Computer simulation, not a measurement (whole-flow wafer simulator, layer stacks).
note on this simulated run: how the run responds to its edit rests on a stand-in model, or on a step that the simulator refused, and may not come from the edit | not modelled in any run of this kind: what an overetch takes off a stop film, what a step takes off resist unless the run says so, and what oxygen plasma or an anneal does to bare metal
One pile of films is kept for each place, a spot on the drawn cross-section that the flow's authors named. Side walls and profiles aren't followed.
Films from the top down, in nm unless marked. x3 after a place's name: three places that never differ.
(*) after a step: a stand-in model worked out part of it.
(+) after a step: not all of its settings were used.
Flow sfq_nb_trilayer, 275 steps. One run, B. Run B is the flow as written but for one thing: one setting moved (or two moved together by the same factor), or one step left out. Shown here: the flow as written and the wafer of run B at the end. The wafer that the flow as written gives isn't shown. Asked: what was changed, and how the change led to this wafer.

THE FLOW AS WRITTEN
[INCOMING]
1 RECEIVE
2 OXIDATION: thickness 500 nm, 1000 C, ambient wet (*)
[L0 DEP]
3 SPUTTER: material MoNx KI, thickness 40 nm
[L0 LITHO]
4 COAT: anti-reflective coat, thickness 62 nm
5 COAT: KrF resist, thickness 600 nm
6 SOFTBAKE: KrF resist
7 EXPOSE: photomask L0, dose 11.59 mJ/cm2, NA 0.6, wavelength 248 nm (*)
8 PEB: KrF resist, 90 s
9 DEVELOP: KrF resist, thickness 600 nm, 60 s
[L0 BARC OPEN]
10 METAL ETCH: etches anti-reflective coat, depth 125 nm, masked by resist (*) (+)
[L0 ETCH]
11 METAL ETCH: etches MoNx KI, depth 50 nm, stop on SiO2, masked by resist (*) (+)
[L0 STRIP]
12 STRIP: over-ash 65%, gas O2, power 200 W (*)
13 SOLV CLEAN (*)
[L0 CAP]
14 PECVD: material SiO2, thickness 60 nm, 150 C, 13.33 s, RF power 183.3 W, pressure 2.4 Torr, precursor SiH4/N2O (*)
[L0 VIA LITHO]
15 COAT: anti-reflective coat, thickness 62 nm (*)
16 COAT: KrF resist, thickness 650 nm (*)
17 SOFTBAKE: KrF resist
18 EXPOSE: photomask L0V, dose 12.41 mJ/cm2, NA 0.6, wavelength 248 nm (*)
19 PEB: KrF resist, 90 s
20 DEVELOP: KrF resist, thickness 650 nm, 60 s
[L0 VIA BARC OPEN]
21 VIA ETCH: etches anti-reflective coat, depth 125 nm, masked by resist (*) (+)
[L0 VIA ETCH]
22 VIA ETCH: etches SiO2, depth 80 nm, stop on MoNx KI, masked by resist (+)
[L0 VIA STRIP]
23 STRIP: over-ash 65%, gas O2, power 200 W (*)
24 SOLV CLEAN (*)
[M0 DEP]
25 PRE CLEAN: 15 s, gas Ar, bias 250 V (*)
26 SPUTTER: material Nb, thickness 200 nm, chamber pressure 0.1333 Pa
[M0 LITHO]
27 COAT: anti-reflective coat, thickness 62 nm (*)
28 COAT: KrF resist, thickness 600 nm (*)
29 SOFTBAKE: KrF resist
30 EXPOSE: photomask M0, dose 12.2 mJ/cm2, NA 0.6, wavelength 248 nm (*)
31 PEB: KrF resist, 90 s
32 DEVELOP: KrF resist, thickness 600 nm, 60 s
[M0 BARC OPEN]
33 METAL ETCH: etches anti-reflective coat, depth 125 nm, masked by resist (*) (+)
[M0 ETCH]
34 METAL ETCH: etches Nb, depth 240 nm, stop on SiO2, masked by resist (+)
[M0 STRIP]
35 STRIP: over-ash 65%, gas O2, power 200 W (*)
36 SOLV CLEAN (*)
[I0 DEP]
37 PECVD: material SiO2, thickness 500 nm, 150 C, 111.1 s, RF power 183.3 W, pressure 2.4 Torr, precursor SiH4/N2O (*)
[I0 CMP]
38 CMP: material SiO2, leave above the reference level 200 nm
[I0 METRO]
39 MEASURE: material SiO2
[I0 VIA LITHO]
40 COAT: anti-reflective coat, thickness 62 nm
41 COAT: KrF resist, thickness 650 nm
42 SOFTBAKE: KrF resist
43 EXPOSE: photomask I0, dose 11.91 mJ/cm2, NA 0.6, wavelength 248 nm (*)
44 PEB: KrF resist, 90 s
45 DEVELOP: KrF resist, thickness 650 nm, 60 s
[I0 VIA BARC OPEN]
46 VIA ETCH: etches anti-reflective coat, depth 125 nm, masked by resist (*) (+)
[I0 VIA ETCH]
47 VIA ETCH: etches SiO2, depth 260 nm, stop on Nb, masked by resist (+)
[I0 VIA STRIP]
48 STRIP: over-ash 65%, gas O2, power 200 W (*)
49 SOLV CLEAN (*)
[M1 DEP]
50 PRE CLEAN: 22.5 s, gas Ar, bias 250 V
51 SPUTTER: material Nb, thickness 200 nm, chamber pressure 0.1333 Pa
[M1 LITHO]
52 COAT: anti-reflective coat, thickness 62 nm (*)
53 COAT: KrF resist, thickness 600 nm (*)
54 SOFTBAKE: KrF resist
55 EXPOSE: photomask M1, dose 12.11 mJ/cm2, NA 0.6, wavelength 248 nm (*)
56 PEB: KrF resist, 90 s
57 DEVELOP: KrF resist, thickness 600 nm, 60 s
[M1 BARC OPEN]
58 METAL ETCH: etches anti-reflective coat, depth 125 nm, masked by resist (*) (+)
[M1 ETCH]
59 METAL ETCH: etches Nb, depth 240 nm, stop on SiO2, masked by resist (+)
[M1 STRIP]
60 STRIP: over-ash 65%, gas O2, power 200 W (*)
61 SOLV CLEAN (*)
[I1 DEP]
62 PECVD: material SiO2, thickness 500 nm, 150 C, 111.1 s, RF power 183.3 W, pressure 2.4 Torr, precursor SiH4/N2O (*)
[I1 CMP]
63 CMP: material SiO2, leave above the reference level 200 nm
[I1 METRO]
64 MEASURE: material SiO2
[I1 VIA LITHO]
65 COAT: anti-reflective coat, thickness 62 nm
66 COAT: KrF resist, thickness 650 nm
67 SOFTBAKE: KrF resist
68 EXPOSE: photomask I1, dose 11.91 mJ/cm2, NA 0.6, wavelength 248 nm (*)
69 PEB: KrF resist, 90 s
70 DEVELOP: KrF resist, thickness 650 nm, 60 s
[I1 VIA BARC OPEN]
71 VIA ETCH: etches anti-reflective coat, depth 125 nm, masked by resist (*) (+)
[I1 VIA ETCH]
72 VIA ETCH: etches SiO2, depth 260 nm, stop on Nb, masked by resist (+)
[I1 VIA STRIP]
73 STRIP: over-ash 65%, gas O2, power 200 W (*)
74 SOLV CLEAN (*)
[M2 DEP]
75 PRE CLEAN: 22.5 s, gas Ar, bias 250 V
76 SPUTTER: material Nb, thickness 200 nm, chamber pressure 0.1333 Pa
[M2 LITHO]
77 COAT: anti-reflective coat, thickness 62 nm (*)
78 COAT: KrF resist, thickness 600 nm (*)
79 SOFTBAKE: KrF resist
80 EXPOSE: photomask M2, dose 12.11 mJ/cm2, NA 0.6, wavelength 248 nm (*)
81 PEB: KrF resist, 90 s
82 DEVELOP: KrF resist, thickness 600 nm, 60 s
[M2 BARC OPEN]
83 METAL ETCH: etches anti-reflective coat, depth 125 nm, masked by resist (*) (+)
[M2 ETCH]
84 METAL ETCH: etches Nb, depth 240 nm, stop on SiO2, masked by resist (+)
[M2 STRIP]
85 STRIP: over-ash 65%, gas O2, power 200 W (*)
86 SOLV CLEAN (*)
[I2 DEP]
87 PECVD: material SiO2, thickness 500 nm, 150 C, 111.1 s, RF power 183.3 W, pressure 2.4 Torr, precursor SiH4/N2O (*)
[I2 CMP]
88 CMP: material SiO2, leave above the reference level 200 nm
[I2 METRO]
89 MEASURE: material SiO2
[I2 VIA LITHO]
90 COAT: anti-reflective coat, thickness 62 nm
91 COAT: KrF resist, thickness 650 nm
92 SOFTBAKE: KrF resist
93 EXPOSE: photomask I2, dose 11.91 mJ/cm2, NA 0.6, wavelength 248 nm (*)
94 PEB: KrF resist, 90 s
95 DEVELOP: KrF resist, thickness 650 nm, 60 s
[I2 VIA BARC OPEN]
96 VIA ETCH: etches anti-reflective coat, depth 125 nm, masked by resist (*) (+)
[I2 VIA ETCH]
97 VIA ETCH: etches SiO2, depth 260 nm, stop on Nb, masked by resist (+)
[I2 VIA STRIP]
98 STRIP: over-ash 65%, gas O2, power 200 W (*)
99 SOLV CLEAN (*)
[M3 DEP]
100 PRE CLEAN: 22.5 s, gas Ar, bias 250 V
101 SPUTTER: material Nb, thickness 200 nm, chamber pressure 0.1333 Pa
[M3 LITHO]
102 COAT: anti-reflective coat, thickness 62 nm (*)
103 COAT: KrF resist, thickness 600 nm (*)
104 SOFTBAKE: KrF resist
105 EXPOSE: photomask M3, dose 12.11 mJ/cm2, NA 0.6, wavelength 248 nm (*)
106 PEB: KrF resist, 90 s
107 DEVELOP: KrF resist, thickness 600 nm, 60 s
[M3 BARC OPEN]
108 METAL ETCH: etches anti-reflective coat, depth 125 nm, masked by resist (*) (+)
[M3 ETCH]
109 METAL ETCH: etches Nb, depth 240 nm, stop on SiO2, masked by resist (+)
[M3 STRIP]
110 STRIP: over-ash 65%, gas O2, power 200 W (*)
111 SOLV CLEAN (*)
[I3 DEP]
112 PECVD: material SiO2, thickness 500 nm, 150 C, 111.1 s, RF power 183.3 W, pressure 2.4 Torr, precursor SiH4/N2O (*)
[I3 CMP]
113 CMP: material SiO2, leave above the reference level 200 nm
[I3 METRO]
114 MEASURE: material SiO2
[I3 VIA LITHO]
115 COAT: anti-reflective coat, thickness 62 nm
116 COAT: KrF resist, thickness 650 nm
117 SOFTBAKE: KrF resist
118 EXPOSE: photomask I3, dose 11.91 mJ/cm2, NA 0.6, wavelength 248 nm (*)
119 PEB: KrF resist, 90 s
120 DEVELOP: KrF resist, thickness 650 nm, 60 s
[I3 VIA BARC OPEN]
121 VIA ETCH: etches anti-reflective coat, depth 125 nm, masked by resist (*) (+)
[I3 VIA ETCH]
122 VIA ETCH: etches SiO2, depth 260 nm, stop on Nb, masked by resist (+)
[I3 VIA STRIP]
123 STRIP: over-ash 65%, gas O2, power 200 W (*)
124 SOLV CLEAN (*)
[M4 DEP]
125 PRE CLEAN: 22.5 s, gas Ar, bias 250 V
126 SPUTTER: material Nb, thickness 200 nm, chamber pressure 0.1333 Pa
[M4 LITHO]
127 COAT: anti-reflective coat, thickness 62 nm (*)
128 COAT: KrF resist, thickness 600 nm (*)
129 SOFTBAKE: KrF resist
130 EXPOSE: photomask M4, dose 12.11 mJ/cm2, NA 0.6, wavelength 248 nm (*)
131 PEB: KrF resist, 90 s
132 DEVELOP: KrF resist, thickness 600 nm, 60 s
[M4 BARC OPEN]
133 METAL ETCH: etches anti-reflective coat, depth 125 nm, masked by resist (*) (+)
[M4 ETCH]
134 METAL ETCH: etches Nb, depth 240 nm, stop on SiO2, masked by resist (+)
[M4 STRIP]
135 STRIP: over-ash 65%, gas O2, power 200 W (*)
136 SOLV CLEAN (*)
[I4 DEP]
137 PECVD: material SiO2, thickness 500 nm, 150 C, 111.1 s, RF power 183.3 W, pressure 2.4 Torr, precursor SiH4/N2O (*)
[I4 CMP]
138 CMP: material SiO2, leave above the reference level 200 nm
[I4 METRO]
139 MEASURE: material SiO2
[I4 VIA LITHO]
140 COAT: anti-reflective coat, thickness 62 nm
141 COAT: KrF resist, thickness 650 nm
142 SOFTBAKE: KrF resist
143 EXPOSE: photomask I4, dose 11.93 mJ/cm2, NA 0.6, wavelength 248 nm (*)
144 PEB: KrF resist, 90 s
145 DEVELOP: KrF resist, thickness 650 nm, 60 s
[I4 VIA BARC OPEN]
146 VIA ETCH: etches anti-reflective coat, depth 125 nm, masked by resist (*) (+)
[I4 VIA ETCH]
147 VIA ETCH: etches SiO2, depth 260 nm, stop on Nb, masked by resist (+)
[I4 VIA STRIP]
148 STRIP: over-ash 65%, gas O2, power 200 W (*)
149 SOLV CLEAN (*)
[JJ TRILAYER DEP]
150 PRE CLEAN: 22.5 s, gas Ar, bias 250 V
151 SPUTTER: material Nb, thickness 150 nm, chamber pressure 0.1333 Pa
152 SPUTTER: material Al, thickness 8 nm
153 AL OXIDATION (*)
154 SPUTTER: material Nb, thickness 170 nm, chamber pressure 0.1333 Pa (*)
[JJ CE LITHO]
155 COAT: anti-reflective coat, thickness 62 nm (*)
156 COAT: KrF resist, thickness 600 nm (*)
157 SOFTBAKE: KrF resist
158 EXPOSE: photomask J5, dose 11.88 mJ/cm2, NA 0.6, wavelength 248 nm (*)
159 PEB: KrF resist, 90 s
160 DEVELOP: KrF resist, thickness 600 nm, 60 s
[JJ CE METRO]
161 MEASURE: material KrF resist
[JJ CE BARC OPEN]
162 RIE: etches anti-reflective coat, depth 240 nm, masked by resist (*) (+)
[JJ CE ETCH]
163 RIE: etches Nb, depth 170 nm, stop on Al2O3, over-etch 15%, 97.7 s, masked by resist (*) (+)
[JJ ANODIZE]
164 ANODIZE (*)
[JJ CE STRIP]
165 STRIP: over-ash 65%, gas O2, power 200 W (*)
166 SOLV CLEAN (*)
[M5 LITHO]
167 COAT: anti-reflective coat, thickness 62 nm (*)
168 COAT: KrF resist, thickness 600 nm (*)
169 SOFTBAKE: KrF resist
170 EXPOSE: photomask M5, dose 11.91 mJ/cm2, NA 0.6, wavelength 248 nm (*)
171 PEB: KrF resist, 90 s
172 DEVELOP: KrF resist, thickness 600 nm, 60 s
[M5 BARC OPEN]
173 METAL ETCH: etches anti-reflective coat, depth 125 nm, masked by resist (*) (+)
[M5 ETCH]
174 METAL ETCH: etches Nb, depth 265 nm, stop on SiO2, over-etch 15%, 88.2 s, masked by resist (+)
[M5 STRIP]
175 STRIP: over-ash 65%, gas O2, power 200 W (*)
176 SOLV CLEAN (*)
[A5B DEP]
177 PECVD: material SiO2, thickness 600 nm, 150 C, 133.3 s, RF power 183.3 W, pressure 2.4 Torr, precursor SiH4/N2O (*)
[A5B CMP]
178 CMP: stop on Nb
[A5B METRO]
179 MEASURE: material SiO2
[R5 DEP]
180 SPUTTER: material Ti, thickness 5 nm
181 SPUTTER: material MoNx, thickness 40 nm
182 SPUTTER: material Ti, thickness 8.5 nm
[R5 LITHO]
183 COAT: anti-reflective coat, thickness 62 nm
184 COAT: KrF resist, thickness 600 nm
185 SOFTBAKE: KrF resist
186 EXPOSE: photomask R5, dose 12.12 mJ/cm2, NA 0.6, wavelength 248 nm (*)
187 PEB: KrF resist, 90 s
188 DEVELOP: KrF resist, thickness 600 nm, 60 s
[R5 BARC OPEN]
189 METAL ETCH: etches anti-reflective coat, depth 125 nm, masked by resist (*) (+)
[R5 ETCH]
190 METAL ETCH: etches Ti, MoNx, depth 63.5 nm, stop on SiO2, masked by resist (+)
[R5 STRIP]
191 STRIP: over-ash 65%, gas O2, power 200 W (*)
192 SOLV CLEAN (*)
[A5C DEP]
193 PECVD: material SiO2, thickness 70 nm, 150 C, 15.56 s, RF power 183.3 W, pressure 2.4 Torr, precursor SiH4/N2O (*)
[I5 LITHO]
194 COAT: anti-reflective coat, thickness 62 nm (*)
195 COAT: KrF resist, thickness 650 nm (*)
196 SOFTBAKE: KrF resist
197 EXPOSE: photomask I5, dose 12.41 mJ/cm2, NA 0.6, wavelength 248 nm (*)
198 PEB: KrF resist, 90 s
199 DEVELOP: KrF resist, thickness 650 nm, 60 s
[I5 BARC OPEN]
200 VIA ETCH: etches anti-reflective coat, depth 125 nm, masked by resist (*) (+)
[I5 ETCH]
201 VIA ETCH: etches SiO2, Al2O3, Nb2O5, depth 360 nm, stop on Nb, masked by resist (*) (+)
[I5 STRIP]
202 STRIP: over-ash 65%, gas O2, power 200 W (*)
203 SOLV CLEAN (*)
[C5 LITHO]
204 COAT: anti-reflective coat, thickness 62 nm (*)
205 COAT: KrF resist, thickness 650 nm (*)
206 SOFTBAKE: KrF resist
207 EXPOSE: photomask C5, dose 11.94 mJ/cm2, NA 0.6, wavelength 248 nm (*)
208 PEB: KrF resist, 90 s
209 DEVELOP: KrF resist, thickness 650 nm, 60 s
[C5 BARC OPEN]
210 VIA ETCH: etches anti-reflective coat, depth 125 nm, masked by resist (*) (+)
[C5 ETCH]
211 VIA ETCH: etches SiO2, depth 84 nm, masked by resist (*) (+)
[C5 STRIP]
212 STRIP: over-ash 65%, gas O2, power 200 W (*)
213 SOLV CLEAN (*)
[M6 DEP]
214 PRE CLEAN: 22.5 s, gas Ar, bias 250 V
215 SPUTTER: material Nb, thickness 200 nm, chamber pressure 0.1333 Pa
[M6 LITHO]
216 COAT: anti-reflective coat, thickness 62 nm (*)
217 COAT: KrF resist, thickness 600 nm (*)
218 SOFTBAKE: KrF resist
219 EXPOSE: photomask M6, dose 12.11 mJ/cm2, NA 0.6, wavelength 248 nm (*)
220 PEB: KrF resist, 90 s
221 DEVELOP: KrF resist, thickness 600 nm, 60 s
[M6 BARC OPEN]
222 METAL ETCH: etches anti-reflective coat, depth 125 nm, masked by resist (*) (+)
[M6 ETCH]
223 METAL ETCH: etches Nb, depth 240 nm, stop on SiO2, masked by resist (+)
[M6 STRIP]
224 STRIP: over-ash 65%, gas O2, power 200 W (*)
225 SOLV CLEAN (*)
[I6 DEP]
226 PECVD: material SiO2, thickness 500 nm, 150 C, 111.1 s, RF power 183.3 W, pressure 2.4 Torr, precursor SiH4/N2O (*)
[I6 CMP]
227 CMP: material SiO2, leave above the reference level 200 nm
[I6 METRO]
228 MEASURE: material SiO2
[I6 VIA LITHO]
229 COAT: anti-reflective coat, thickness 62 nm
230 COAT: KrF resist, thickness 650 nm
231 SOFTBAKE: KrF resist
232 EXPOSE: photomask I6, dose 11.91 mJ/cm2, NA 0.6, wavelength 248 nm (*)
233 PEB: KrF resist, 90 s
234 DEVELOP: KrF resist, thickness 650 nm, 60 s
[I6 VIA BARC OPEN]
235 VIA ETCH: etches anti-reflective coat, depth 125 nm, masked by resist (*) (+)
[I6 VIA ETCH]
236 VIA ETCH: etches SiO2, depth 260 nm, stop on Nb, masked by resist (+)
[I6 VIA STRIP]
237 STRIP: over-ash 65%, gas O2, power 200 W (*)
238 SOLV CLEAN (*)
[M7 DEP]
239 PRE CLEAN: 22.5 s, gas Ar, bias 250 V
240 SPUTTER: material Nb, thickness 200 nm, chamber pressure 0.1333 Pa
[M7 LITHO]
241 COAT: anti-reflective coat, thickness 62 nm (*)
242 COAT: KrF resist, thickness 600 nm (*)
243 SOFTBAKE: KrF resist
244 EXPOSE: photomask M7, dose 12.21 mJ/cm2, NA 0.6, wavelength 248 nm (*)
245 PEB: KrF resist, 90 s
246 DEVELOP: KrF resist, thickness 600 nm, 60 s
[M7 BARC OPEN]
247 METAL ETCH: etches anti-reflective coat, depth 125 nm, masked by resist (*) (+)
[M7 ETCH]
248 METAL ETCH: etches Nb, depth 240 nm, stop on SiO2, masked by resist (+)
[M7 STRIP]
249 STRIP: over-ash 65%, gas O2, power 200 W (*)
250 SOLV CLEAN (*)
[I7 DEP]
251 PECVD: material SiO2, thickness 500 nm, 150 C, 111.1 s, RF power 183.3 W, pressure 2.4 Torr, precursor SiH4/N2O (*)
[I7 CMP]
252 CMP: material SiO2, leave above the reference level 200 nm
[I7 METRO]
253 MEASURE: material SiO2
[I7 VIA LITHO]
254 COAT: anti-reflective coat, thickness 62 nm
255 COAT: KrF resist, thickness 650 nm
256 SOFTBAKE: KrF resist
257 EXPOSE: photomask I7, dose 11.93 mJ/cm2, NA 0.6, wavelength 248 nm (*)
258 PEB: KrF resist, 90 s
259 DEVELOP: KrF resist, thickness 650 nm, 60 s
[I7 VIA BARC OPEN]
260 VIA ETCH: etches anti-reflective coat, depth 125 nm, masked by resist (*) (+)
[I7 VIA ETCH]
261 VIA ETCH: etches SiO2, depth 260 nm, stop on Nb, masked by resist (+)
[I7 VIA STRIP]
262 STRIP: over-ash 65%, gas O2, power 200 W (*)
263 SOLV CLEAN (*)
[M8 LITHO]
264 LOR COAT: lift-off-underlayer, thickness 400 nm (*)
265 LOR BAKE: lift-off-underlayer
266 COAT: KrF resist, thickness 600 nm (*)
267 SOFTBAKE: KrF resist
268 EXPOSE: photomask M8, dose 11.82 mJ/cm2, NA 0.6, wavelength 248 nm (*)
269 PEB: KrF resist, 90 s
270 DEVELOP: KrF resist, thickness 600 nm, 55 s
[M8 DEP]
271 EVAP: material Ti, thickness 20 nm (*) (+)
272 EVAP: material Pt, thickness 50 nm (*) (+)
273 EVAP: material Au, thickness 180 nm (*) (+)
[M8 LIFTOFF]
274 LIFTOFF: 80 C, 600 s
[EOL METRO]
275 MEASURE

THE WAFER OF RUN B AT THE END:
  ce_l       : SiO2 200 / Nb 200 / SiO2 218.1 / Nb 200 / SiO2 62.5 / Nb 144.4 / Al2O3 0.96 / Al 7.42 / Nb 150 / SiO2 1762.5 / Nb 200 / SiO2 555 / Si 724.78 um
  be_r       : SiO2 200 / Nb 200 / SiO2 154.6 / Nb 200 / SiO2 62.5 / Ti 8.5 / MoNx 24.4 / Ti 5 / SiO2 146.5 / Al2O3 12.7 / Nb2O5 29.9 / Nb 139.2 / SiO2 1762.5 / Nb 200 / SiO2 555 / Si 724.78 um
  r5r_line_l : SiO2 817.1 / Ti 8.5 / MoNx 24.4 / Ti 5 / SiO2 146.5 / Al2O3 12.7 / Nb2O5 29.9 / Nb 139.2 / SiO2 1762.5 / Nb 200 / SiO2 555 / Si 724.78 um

The cause: step 181, SPUTTER: thickness 24.4 nm was run, where the flow has thickness 40 nm.
It can be read off the wafer: be_r has MoNx 24.4, and step 181 as written asks for 40 nm.

How the change led to this, step by step:
  181 SPUTTER: material MoNx, thickness 40 nm
      field_l, v_sur, via_wl and 103 more: MoNx +24.4 (new film) (as written it would be: MoNx +40 (new film))
  190 METAL ETCH: etches Ti, MoNx, depth 63.5 nm, stop on SiO2, masked by resist (+)
      field_l, v_sur, via_wl and 92 more: Ti -8.5 (all of it), MoNx -24.4 (all of it), Ti -5 (all of it) (as written it would be: Ti -8.5 (all of it), MoNx -40 (all of it), Ti -5 (all of it))
      ce_l, c5j, ce_r, wl_jj: Ti -8.5 (all of it), MoNx -24.4 (all of it), Ti -5 (all of it), Nb -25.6 (as written it would be: Ti -8.5 (all of it), MoNx -40 (all of it), Ti -5 (all of it), Nb -10)
  194 COAT: anti-reflective coat, thickness 62 nm (*)
      wl_j_sl, wl_j_sr: anti-reflective coat +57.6 (new film) (as written it would be: anti-reflective coat +60.2 (new film))
      r5r_spacepad_l, r5r_spacepad_r: anti-reflective coat +77.7 (new film) (as written it would be: anti-reflective coat +84.4 (new film))
      (and at 15 more places)
  202 STRIP: over-ash 65%, gas O2, power 200 W (*)
      wl_j_sl, wl_j_sr: KrF resist -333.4 (all of it), anti-reflective coat -57.6 (all of it) (as written it would be: KrF resist -333.3 (all of it), anti-reflective coat -60.2 (all of it))
      r5r_spacepad_l, r5r_spacepad_r: KrF resist -335 (all of it), anti-reflective coat -77.7 (all of it) (as written it would be: KrF resist -335.6 (all of it), anti-reflective coat -84.4 (all of it))
      (and at 15 more places)
  204 COAT: anti-reflective coat, thickness 62 nm (*)
      wl_j_sl, wl_j_sr: anti-reflective coat +57.6 (new film) (as written it would be: anti-reflective coat +60.2 (new film))
      r5r_spacepad_l, r5r_spacepad_r: anti-reflective coat +77.7 (new film) (as written it would be: anti-reflective coat +84.4 (new film))
      (and at 15 more places)
  210 VIA ETCH: etches anti-reflective coat, depth 125 nm, masked by resist (*) (+)
      field_l, v_sur, via_wl and 101 more: KrF resist -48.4 (as written it would be: KrF resist -47.4)
      c5j: anti-reflective coat -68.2 (all of it), SiO2 -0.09 (as written it would be: anti-reflective coat -63.9 (all of it), SiO2 -0.11)
      (and at 1 more place)
  212 STRIP: over-ash 65%, gas O2, power 200 W (*)
      wl_j_sl, wl_j_sr: KrF resist -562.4 (all of it), anti-reflective coat -57.6 (all of it) (as written it would be: KrF resist -563.4 (all of it), anti-reflective coat -60.2 (all of it))
      r5r_spacepad_l, r5r_spacepad_r: KrF resist -564 (all of it), anti-reflective coat -77.7 (all of it) (as written it would be: KrF resist -565.8 (all of it), anti-reflective coat -84.4 (all of it))
      (and at 13 more places)
  216 COAT: anti-reflective coat, thickness 62 nm (*)
      r5r_line_l, r5r_line_c, r5r_line_r: anti-reflective coat +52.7 (new film) (as written it would be: anti-reflective coat +50 (new film))
      wl_j_sl, wl_j_sr: anti-reflective coat +57.7 (new film) (as written it would be: anti-reflective coat +60.2 (new film))
      (and at 12 more places)
  222 METAL ETCH: etches anti-reflective coat, depth 125 nm, masked by resist (*) (+)
      r5r_line_l, r5r_line_c, r5r_line_r: anti-reflective coat -52.7 (all of it) (as written it would be: anti-reflective coat -50 (all of it))
      r5r_spacepad_l, r5r_spacepad_r: anti-reflective coat -78.3 (all of it) (as written it would be: anti-reflective coat -85.7 (all of it))
      (and at 2 more places)
  224 STRIP: over-ash 65%, gas O2, power 200 W (*)
      wl_j_sl, wl_j_sr: KrF resist -382.4 (all of it), anti-reflective coat -57.7 (all of it) (as written it would be: KrF resist -382.5 (all of it), anti-reflective coat -60.2 (all of it))
      jj_sur: KrF resist -377.6 (all of it), anti-reflective coat -53.3 (all of it) (as written it would be: KrF resist -378.5 (all of it), anti-reflective coat -56.1 (all of it))
      (and at 7 more places)
  226 PECVD: material SiO2, thickness 500 nm, 150 C, 111.1 s, RF power 183.3 W, pressure 2.4 Torr, precursor SiH4/N2O (*)
      r5r_spacepad_l, r5r_spacepad_r: SiO2 +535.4 (as written it would be: SiO2 +553.5)
  227 CMP: material SiO2, leave above the reference level 200 nm
      ce_l, ce_r, wl_jj: SiO2 -274.4 (as written it would be: SiO2 -290)
      be_r, r_sur, r_end: SiO2 -337.9 (as written it would be: SiO2 -353.5)
      (and at 7 more places)
